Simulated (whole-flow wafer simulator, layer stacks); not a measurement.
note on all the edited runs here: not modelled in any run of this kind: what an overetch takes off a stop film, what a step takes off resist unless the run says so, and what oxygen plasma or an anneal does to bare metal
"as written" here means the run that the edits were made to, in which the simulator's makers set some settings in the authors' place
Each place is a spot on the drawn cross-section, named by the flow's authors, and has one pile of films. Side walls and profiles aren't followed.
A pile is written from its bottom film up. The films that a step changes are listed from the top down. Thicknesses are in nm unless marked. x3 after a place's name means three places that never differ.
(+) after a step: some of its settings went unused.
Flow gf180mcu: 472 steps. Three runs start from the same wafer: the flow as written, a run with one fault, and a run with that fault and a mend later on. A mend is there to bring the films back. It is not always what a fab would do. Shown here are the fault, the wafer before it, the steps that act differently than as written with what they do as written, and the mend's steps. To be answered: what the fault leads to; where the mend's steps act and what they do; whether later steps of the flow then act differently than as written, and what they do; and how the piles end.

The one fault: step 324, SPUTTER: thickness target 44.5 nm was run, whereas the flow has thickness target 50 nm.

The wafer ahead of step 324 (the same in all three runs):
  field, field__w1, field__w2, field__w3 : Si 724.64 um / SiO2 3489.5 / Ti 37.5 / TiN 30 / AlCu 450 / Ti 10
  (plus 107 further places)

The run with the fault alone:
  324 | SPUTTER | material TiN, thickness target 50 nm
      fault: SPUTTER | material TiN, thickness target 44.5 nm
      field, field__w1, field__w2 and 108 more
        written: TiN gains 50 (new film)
        fault: TiN gains 44.5 (new film)
  Steps later in the flow that act otherwise than as written (not shown: 5 more steps that differ only slightly, by at most 2% or 0.5 nm, whichever is larger):
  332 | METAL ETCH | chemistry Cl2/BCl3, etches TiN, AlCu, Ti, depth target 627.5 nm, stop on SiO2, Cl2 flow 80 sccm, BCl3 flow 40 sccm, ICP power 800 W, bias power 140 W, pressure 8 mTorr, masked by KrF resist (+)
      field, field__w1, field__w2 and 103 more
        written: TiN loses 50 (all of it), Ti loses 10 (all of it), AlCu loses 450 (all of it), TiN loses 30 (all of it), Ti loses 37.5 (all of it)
        fault: TiN loses 44.5 (all of it), Ti loses 10 (all of it), AlCu loses 450 (all of it), TiN loses 30 (all of it), Ti loses 37.5 (all of it)
  By the end, the piles at field__w8, contact, m1, m1__w1, m1_nw depart from the flow's by more than 2% or 0.5 nm, whichever is larger.
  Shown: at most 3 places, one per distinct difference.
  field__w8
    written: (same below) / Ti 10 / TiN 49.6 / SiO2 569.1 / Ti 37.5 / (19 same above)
    fault: (same below) / Ti 10 / TiN 44.1 / SiO2 574.6 / Ti 37.5 / (19 same above)
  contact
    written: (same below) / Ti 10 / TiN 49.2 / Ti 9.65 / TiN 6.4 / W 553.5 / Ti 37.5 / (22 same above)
    fault: (same below) / Ti 10 / TiN 43.7 / Ti 9.62 / TiN 6.38 / W 559.1 / Ti 37.5 / (22 same above)

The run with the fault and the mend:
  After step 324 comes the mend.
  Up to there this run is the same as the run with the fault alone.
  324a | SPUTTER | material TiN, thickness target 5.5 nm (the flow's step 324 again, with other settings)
      field, field__w1, field__w2 and 108 more
        TiN gains 5.5
  Later steps of the flow that are run all act as written at every place that is followed.
  By the end, the piles equal the flow's at every place that both follow.
